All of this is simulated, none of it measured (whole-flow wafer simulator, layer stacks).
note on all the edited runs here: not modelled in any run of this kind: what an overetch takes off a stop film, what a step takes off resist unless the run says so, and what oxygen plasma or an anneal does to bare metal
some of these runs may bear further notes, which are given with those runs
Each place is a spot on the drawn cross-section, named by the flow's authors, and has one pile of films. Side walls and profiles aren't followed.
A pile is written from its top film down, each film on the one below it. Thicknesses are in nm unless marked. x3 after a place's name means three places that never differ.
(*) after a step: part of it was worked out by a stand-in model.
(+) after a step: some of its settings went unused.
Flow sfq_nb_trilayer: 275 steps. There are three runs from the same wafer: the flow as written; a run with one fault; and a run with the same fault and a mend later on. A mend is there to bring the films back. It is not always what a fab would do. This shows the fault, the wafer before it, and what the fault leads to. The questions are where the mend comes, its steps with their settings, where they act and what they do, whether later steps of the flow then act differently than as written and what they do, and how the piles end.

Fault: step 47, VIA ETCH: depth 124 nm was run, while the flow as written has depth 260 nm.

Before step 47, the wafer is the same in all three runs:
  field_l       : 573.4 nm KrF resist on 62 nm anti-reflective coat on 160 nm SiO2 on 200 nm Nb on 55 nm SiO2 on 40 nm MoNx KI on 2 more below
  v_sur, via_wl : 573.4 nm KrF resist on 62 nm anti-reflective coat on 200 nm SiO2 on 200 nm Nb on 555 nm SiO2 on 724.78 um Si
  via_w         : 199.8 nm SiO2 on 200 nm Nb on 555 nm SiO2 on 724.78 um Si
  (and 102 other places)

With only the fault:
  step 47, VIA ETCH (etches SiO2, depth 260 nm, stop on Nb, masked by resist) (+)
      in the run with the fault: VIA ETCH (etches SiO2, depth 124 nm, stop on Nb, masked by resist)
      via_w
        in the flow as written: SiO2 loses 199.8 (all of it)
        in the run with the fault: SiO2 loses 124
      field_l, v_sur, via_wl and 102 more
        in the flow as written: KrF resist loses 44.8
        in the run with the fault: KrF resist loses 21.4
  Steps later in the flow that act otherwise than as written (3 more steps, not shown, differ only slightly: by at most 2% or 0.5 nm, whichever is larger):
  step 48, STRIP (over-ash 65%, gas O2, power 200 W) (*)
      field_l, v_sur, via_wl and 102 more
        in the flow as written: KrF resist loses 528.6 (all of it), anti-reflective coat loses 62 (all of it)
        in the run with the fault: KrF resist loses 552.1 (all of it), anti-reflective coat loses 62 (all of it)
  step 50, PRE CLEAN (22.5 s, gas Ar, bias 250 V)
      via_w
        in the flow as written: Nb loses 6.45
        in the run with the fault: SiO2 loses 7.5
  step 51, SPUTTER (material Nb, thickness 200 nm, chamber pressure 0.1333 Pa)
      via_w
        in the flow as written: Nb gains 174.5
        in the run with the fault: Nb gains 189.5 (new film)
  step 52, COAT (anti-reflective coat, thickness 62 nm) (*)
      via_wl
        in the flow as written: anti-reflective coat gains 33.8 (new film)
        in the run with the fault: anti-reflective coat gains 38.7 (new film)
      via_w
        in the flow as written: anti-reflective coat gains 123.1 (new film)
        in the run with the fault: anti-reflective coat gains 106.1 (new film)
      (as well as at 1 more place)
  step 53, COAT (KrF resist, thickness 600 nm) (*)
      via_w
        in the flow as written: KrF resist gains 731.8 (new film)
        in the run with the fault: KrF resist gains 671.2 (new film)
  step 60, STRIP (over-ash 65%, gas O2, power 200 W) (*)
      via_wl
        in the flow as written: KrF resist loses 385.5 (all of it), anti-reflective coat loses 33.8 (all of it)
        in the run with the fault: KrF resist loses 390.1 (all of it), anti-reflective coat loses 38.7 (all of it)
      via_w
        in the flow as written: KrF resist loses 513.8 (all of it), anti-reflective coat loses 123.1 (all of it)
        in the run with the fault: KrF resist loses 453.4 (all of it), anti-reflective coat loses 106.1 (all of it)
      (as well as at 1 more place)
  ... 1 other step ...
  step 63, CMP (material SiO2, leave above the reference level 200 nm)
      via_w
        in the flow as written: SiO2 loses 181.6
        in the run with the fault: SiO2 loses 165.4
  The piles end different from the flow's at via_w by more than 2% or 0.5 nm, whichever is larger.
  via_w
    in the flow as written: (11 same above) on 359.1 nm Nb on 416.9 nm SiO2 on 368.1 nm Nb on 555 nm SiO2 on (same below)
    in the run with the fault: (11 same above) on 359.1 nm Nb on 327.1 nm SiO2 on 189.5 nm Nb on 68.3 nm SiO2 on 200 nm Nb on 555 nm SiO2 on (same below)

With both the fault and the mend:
  The mend stands after step 48.
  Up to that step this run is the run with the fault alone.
  step 48a, COAT (anti-reflective coat, thickness 62 nm) (*) (the flow's step 40 again)
      p4_fl x3, p4_w1 x9, p4_g1 x2 and 63 more
        anti-reflective coat gains 62 (new film)
      res, r_end, moat and 8 more
        anti-reflective coat gains 61.9 (new film)
      gap, jj_sur, ce_l, c5j, ce_r, sp_r, be_r, r_sur
        anti-reflective coat gains 61.8 (new film)
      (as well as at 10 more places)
  step 48b, COAT (KrF resist, thickness 650 nm) (*) (the flow's step 41 again)
      p4_fl x3, p4_w1 x9, p4_g1 x2 and 63 more
        KrF resist gains 650 (new film)
      moat, field_r, lsp_l, ln_m5, lsp_m, ln_m6, lsp_r, l0_sur
        KrF resist gains 649.7 (new film)
      be_r, r_sur, res, r_end, l0v
        KrF resist gains 649.6 (new film)
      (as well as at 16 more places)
  step 48c, SOFTBAKE (KrF resist) (the flow's step 42 again)
      leaves every film unchanged at each place that is followed
  step 48d, EXPOSE (photomask I0, dose 11.91 mJ/cm2, NA 0.6, wavelength 248 nm) (*) (the flow's step 43 again)
      leaves every film unchanged at each place that is followed
  step 48e, PEB (KrF resist, 90 s) (the flow's step 44 again)
      be_sur, gap, jj_sur and 94 more
        KrF resist loses 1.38
      field_l, via_v, wire, be
        KrF resist loses 1.37
      v_sur, via_sp
        KrF resist loses 1.36
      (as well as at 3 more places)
  step 48f, DEVELOP (KrF resist, thickness 650 nm, 60 s) (the flow's step 45 again)
      field_l, v_sur, via_wl and 102 more
        KrF resist loses 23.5
      via_w
        KrF resist loses 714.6 (all of it)
  step 48g, VIA ETCH (etches anti-reflective coat, depth 125 nm, masked by resist) (+) (the flow's step 46 again)
      field_l, v_sur, via_wl and 102 more
        KrF resist loses 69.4
      via_w
        anti-reflective coat loses 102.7 (all of it), SiO2 loses 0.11
  step 48h, VIA ETCH (etches SiO2, depth 136 nm, stop on Nb, masked by resist) (+) (the flow's step 47 again, with other settings)
      field_l, v_sur, via_wl and 102 more
        KrF resist loses 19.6
      via_w
        SiO2 loses 75.7 (all of it)
  step 48i, STRIP (over-ash 65%, gas O2, power 200 W) (*) (the flow's step 48 again)
      p4_fl x3, p4_w1 x9, p4_g1 x2 and 63 more
        KrF resist loses 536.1 (all of it), anti-reflective coat loses 62 (all of it)
      res, r_end, moat, field_r, lsp_l, l0_sur, l0v
        KrF resist loses 535.7 (all of it), anti-reflective coat loses 61.9 (all of it)
      c5j, ce_r, sp_r, be_r
        KrF resist loses 535.6 (all of it), anti-reflective coat loses 61.8 (all of it)
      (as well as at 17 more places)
  None of the later steps of the flow differs from how it acts as written, at any place that is followed, by more than 2% or 0.5 nm, whichever is larger.
  At the end the piles are close to the flow's at the places that both follow, differing by at most 2% or 0.5 nm, whichever is larger.
